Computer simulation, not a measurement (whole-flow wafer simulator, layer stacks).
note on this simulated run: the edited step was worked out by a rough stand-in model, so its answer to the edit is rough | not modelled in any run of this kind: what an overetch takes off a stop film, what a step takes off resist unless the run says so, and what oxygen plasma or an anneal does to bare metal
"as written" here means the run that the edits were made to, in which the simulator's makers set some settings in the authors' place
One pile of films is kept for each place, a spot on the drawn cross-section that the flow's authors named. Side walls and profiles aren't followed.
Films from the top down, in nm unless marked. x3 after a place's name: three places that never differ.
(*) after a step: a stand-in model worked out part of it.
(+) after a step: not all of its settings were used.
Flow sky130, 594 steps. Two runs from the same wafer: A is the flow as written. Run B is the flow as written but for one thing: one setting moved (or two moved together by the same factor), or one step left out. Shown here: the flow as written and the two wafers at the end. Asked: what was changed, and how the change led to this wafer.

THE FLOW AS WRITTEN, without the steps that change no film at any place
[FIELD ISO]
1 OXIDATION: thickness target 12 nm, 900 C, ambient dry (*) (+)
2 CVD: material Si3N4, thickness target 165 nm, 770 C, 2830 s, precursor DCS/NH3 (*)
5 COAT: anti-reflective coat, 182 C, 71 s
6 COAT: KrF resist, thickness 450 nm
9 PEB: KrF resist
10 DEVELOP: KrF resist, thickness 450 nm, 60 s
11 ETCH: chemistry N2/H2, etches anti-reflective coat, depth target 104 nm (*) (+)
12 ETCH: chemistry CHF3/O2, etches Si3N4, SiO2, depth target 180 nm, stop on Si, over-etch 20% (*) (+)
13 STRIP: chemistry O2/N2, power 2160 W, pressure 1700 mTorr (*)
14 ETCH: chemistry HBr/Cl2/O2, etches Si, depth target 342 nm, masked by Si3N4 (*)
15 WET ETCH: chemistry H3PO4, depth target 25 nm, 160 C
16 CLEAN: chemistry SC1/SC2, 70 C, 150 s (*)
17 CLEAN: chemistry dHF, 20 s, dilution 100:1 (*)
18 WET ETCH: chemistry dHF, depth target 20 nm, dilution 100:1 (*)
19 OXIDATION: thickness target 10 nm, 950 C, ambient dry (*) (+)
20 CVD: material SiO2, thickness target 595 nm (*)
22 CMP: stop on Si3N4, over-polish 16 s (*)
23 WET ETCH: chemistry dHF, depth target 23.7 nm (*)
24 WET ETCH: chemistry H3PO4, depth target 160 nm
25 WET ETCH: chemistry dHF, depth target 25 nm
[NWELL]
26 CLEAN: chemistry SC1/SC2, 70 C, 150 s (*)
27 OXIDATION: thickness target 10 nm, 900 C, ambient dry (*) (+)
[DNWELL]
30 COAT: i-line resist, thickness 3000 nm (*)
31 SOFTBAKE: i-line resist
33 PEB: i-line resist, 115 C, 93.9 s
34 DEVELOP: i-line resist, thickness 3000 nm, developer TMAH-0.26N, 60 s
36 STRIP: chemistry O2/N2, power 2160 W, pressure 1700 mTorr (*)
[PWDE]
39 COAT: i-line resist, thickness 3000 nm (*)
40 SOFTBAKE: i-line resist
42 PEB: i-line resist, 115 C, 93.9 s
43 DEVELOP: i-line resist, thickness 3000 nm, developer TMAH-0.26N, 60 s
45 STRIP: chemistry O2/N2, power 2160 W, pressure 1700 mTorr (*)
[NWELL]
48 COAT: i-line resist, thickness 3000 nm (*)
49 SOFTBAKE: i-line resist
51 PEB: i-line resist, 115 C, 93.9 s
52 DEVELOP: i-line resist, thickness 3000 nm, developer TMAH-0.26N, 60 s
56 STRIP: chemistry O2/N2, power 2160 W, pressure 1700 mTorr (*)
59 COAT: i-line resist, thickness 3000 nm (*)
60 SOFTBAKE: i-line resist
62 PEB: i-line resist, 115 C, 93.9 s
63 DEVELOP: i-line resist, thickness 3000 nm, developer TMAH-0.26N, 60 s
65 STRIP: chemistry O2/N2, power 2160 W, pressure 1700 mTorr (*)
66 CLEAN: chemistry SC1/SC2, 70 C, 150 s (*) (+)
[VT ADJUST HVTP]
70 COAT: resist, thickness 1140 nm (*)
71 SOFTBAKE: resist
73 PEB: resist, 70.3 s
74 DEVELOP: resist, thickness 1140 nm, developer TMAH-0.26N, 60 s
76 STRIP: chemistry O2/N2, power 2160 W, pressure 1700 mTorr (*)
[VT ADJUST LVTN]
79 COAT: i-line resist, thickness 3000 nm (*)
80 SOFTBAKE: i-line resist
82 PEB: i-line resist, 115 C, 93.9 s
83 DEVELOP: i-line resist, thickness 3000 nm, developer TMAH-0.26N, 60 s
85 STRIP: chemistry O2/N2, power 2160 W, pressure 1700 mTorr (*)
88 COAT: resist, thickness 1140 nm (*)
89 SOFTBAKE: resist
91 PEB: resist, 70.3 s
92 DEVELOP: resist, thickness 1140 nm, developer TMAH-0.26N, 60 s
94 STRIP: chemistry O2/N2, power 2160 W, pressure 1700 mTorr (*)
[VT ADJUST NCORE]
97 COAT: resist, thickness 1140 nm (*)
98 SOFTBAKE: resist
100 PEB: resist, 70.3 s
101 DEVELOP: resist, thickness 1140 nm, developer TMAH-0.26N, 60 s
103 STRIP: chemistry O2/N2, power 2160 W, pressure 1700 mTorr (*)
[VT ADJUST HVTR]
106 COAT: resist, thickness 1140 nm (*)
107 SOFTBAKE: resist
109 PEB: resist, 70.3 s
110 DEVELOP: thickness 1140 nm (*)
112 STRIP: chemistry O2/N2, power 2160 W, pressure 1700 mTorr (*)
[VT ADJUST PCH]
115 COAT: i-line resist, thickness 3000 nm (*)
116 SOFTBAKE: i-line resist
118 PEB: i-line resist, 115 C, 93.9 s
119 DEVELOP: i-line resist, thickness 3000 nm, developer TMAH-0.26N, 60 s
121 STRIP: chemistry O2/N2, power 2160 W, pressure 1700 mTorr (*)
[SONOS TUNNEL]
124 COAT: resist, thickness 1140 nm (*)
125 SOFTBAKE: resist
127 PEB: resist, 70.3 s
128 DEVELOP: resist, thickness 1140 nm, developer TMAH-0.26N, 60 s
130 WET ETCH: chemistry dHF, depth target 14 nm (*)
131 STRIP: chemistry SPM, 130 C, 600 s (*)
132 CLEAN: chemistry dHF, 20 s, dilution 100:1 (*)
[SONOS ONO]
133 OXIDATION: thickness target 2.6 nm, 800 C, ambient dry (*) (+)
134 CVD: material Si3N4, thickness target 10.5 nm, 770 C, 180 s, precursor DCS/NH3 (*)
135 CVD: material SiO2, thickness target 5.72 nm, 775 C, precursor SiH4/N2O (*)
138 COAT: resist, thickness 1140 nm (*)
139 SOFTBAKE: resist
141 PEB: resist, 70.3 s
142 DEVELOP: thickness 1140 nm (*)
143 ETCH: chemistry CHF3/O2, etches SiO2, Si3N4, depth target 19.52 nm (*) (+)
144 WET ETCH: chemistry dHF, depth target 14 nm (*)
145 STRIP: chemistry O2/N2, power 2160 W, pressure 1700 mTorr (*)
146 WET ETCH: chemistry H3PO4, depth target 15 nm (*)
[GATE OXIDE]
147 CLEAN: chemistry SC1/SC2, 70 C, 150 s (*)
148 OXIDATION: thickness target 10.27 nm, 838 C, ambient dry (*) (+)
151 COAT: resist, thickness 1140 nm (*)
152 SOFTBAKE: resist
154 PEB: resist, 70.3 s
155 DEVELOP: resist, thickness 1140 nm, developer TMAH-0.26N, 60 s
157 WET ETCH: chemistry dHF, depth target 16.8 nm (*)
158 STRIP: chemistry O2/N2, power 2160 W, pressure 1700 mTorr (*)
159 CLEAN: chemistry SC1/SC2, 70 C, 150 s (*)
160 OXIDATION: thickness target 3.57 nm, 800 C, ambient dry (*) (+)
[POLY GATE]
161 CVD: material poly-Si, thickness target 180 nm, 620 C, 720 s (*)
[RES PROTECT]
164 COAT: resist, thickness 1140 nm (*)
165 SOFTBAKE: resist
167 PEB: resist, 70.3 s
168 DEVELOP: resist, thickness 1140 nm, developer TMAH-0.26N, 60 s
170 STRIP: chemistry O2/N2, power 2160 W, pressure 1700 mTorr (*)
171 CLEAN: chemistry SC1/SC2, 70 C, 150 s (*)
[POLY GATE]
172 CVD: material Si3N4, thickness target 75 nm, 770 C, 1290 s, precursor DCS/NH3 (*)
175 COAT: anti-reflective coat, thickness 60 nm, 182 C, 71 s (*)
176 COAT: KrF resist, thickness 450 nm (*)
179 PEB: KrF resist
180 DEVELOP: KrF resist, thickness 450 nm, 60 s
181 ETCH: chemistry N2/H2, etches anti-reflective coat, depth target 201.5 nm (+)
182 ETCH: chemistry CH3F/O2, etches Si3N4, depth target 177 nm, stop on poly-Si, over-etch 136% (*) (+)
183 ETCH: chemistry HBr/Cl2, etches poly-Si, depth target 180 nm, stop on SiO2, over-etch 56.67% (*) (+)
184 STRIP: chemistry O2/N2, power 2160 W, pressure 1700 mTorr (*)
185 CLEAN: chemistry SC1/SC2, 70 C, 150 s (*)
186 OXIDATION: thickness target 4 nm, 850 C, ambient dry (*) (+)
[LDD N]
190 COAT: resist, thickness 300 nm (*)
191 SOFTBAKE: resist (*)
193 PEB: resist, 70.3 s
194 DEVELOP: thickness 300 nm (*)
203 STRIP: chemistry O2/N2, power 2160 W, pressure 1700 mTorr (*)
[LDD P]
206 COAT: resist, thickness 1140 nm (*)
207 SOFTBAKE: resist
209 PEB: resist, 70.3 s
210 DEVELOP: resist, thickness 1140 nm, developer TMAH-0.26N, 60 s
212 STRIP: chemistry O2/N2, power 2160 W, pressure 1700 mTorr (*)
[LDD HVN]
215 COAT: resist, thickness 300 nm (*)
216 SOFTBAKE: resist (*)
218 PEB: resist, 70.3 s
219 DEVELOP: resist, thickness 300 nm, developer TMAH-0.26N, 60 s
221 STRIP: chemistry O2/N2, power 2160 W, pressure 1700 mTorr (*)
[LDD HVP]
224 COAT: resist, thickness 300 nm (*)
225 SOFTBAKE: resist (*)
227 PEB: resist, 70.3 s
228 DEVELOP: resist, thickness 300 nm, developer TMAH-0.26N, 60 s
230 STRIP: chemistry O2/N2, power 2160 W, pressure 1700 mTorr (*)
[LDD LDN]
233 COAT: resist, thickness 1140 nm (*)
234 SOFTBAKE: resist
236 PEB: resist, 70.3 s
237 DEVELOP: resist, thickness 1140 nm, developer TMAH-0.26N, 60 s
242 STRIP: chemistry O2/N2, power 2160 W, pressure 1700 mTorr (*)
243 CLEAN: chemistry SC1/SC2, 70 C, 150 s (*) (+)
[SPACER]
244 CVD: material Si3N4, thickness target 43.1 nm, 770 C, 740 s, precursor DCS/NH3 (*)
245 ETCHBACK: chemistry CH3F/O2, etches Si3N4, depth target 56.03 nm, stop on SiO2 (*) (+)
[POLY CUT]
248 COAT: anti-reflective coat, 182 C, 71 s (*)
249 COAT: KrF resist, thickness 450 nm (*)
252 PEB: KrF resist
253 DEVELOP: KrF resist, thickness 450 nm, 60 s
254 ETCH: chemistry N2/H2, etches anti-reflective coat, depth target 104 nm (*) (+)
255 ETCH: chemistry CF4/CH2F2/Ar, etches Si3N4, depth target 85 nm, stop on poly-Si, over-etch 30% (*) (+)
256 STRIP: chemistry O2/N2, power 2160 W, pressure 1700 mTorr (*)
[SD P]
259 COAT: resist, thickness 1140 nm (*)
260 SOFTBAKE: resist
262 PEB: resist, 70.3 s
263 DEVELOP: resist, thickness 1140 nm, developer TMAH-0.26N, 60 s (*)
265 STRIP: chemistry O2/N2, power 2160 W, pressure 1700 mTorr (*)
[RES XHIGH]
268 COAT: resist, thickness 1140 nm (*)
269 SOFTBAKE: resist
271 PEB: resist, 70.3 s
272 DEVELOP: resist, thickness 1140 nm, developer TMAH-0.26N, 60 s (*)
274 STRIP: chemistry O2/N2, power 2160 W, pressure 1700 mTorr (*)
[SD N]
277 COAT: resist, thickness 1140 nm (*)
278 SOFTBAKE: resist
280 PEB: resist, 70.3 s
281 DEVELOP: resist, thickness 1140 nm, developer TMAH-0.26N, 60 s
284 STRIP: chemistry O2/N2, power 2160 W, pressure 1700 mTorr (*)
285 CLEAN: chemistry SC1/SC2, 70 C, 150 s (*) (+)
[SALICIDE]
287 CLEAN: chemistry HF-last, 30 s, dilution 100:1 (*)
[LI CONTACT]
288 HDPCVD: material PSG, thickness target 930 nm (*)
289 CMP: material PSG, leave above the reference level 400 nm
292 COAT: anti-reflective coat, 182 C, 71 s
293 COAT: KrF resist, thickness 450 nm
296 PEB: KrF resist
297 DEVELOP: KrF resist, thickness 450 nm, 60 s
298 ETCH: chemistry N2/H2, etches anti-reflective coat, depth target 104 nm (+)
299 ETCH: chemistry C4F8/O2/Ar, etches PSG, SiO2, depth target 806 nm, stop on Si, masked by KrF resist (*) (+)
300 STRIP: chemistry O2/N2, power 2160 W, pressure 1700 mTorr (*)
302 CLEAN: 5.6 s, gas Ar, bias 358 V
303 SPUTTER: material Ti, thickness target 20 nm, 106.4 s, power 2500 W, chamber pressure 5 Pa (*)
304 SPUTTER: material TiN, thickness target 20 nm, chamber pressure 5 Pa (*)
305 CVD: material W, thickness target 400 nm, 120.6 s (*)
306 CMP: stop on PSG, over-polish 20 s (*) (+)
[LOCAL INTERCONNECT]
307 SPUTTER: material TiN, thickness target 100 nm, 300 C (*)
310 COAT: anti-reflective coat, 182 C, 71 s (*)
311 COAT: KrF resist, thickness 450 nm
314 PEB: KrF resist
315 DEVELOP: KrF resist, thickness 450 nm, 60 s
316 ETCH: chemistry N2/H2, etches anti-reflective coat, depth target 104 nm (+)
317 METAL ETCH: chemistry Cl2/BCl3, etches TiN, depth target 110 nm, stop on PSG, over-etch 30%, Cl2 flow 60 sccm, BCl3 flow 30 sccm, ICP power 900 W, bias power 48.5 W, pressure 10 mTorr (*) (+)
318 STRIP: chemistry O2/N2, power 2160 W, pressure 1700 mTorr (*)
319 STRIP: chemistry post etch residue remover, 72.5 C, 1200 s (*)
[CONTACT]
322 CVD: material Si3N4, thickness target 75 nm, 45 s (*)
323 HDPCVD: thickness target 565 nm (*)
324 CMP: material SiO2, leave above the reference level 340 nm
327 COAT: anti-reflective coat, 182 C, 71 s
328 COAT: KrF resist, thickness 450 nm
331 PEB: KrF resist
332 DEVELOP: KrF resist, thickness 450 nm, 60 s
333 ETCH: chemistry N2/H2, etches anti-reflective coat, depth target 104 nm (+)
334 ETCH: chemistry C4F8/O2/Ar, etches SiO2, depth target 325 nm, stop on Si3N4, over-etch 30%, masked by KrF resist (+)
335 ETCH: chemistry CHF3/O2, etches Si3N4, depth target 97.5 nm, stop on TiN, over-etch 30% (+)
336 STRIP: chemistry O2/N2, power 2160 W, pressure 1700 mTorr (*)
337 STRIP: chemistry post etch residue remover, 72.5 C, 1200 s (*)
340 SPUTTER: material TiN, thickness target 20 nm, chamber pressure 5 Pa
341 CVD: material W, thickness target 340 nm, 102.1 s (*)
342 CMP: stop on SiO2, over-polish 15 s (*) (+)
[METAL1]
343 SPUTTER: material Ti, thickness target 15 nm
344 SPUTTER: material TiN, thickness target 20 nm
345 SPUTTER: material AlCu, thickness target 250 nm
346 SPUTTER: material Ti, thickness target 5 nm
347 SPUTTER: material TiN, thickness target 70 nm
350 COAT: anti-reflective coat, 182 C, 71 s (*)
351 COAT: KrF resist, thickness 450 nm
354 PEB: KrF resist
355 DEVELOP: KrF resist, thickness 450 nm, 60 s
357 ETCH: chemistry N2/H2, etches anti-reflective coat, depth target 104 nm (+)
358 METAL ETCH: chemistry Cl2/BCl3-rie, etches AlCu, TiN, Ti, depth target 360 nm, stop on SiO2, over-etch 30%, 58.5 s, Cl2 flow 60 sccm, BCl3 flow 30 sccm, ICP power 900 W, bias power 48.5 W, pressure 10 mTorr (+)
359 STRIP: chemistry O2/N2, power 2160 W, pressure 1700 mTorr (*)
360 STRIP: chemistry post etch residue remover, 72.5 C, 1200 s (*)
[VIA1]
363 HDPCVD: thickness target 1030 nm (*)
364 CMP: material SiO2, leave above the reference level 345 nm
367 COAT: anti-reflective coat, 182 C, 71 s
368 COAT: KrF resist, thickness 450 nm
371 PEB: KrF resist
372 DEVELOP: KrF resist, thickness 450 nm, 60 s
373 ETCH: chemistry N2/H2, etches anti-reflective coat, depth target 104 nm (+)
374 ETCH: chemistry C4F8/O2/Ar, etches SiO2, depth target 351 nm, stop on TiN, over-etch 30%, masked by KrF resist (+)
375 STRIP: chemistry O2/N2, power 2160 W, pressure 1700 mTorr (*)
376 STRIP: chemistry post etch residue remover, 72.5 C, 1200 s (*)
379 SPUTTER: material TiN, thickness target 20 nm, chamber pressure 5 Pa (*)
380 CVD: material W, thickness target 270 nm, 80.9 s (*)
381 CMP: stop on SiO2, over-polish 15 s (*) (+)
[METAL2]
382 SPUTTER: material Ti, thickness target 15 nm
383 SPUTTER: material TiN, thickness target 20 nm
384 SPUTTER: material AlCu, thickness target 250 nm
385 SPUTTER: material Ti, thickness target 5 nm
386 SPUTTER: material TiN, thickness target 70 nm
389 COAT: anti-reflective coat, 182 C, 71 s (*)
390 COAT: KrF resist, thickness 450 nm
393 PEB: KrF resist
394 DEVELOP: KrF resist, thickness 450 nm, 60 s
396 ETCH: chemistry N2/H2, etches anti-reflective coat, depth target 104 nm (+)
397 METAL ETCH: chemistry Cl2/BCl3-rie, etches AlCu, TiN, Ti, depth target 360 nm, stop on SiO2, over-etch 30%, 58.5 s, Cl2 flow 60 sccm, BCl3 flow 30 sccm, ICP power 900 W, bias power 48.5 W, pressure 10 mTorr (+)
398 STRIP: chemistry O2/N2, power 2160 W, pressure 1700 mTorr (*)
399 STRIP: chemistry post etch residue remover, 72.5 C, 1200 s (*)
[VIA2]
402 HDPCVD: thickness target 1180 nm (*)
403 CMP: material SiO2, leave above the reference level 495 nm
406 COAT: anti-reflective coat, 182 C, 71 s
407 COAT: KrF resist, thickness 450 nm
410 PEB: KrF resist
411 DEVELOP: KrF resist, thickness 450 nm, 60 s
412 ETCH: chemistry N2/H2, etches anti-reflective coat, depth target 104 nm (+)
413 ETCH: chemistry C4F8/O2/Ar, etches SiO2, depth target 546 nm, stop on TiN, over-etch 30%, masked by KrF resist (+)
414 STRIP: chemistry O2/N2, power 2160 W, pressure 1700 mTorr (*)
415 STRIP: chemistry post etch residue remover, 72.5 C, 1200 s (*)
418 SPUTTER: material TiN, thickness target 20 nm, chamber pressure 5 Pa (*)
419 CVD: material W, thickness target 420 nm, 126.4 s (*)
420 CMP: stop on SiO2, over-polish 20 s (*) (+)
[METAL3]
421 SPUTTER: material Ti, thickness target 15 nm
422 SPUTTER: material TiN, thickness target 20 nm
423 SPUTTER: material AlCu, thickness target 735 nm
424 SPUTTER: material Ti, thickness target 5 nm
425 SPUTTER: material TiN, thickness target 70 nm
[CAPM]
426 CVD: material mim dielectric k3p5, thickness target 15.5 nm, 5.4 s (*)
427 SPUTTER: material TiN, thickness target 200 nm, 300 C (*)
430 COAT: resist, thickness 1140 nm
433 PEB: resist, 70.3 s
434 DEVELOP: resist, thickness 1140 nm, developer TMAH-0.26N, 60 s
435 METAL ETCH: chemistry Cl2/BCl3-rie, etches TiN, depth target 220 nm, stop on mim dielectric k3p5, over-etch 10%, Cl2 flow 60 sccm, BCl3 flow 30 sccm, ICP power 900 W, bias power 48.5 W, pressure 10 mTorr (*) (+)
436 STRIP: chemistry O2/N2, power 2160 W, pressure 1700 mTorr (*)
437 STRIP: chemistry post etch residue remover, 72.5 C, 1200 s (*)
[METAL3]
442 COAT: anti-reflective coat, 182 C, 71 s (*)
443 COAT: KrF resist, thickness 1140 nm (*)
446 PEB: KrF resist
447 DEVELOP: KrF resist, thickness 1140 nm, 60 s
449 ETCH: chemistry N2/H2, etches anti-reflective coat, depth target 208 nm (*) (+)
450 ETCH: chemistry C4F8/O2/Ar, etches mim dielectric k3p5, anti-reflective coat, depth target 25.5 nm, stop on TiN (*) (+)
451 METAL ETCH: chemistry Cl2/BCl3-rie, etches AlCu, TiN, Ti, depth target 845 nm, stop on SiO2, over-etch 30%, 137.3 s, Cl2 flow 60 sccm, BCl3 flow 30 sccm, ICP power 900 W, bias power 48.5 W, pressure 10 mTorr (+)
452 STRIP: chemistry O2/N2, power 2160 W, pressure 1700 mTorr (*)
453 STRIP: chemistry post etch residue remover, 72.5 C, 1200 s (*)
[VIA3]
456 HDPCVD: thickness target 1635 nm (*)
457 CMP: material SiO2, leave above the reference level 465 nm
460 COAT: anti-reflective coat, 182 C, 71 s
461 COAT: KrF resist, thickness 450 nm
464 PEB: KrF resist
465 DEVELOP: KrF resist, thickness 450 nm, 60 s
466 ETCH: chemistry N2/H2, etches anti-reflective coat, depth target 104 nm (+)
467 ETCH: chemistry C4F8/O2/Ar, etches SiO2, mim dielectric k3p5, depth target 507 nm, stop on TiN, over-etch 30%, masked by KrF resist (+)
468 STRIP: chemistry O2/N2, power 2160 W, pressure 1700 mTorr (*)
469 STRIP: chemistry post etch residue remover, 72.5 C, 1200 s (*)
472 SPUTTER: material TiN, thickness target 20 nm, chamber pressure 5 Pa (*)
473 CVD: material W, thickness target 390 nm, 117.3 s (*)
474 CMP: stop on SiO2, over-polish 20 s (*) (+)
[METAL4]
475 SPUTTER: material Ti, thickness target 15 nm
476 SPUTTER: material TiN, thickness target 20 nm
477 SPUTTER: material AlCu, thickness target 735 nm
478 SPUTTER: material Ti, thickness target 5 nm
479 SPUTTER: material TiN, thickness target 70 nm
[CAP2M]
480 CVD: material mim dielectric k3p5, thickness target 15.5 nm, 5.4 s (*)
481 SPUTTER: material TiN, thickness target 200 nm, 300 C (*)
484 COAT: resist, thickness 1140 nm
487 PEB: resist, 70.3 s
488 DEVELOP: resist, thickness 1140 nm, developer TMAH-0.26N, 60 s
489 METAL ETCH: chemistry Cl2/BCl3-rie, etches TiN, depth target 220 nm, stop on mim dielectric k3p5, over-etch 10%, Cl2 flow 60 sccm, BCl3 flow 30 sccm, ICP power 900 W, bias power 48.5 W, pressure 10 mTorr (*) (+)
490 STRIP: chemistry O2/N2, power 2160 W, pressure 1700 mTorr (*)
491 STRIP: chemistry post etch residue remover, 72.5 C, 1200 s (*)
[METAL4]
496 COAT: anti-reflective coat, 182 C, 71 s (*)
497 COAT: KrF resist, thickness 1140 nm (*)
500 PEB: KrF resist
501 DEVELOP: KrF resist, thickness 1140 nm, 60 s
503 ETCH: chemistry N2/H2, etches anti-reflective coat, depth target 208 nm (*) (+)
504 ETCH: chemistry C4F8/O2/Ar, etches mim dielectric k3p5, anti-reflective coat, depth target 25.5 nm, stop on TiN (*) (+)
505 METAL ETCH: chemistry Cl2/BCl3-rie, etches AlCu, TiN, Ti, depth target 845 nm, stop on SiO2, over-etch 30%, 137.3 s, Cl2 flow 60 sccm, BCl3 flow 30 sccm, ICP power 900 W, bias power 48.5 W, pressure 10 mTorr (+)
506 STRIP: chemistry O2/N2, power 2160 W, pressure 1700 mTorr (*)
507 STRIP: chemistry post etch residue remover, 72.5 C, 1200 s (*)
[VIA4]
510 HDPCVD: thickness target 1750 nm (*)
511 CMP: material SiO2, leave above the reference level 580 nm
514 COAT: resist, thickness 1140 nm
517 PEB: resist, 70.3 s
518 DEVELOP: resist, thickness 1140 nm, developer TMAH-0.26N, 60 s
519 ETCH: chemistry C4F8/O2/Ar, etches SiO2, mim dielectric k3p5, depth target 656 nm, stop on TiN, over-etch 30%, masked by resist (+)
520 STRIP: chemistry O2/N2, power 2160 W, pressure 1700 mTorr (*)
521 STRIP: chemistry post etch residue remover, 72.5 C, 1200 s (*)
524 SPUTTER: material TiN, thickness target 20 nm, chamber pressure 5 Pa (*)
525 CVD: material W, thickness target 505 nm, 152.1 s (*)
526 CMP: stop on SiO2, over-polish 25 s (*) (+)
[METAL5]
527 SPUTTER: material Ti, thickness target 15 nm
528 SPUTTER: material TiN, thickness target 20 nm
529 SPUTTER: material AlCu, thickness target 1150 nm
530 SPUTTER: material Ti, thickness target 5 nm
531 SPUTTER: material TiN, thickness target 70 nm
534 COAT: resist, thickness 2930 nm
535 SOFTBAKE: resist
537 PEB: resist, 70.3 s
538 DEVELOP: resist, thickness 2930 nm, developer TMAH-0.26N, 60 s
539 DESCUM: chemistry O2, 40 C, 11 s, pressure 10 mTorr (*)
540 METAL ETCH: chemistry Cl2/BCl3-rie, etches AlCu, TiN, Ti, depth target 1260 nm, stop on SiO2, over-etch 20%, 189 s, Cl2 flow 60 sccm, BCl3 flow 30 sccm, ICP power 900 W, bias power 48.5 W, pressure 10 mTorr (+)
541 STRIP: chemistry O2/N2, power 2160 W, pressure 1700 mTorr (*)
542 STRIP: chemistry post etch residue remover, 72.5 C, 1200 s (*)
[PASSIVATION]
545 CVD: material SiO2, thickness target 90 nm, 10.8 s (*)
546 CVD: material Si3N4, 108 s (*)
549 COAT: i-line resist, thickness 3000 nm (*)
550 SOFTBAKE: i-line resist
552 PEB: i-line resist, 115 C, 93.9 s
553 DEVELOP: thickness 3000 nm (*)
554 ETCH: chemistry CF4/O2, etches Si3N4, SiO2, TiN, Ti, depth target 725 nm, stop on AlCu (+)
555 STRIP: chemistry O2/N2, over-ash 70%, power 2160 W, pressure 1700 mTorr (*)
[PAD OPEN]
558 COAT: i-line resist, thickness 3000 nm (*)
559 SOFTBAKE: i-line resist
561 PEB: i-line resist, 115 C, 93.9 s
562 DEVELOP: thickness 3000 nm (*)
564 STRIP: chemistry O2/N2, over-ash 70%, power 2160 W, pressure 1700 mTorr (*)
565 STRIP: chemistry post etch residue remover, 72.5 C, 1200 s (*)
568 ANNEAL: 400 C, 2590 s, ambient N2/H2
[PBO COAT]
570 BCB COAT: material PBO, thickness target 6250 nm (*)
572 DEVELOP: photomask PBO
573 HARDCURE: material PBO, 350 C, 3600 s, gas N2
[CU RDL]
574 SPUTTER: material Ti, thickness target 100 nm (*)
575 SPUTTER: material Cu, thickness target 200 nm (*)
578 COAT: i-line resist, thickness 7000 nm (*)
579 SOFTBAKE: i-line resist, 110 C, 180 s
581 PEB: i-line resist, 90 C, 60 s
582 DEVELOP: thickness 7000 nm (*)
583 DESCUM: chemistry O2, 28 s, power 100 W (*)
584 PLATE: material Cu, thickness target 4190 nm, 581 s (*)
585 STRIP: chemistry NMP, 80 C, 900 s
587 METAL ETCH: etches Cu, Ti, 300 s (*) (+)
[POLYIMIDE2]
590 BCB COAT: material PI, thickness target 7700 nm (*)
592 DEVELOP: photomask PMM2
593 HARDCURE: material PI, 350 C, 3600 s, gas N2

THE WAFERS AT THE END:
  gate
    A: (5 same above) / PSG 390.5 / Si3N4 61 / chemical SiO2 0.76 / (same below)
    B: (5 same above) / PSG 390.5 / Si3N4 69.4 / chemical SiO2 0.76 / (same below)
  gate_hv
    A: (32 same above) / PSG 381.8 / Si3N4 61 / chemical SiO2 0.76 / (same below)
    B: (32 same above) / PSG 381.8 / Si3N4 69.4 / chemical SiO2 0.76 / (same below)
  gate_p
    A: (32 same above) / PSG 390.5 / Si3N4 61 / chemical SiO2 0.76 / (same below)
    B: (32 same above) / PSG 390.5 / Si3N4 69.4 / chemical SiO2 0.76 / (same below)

The cause: step 245, ETCHBACK: depth target 47.63 nm was run, where the flow has depth target 56.03 nm.

How the change led to this, step by step:
  245 ETCHBACK: chemistry CH3F/O2, etches Si3N4, depth target 56.03 nm, stop on SiO2 (*) (+)
      field, active, p_well and 101 more: A Si3N4 -43.1 (all of it), SiO2 -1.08 | B Si3N4 -43.1 (all of it), SiO2 -0.38
      n_well, gate, gate_hv and 74 more: A Si3N4 -56 | B Si3N4 -47.6
  248 COAT: anti-reflective coat, 182 C, 71 s (*)
      active: A anti-reflective coat +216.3 (new film) | B anti-reflective coat +222.8 (new film)
      gate_hv: A anti-reflective coat +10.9 (new film) | B anti-reflective coat +9.31 (new film)
      (and at 51 more places)
  249 COAT: KrF resist, thickness 450 nm (*)
      poly_dn: A KrF resist +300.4 (new film) | B KrF resist +292.6 (new film)
      gate_len: A KrF resist +347 (new film) | B KrF resist +339.9 (new film)
      (and at 5 more places)
  254 ETCH: chemistry N2/H2, etches anti-reflective coat, depth target 104 nm (*) (+)
      rxpo_ln: A anti-reflective coat -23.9 (all of it), Si3N4 -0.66 | B anti-reflective coat -25 (all of it), Si3N4 -0.64
  255 ETCH: chemistry CF4/CH2F2/Ar, etches Si3N4, depth target 85 nm, stop on poly-Si, over-etch 30% (*) (+)
      field, active, n_well and 180 more: A KrF resist -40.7 | B KrF resist -42.5
      rpo_wd, rxpo_wd: A Si3N4 -61.6 (all of it), chemical SiO2 -0.75 (all of it) | B Si3N4 -70 (all of it), chemical SiO2 -0.75 (all of it)
      (and at 5 more places)
  256 STRIP: chemistry O2/N2, power 2160 W, pressure 1700 mTorr (*)
      active: A KrF resist -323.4 (all of it), anti-reflective coat -216.3 (all of it) | B KrF resist -319 (all of it), anti-reflective coat -222.8 (all of it)
      n_well: A KrF resist -262 (all of it), anti-reflective coat -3 (all of it) | B KrF resist -254.3 (all of it), anti-reflective coat -3 (all of it)
      (and at 58 more places)
  260 SOFTBAKE: resist
      gate_pwde_dnw: A resist -15.5 | B resist -16.1
      drift_pwde_active: A resist -12.5 | B resist -13.1
      (and at 4 more places)
  269 SOFTBAKE: resist
      gate_pwde_dnw: A resist -15.5 | B resist -16.1
      drift_pwde_active: A resist -12.5 | B resist -13.1
      (and at 4 more places)
  278 SOFTBAKE: resist
      gate_pwde_dnw: A resist -15.5 | B resist -16.1
      drift_pwde_active: A resist -12.5 | B resist -13.1
      (and at 4 more places)
  289 CMP: material PSG, leave above the reference level 400 nm
      mim, vpp_sp, vpp_ln and 30 more: A PSG -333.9 | B PSG -326.2
      active, p_well, sd_n and 19 more: A PSG -285.8 | B PSG -278.1
      (and at 51 more places)
  299 ETCH: chemistry C4F8/O2/Ar, etches PSG, SiO2, depth target 806 nm, stop on Si, masked by KrF resist (*) (+)
      contact, ndiff_licon, ndiff_licon_cpp: A PSG -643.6 (all of it), SiO2 -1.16 (all of it) | B PSG -651.3 (all of it), SiO2 -1.86 (all of it)
  306 CMP: stop on PSG, over-polish 20 s (*) (+)
      poly_licon: A W -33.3 | B W -24.9
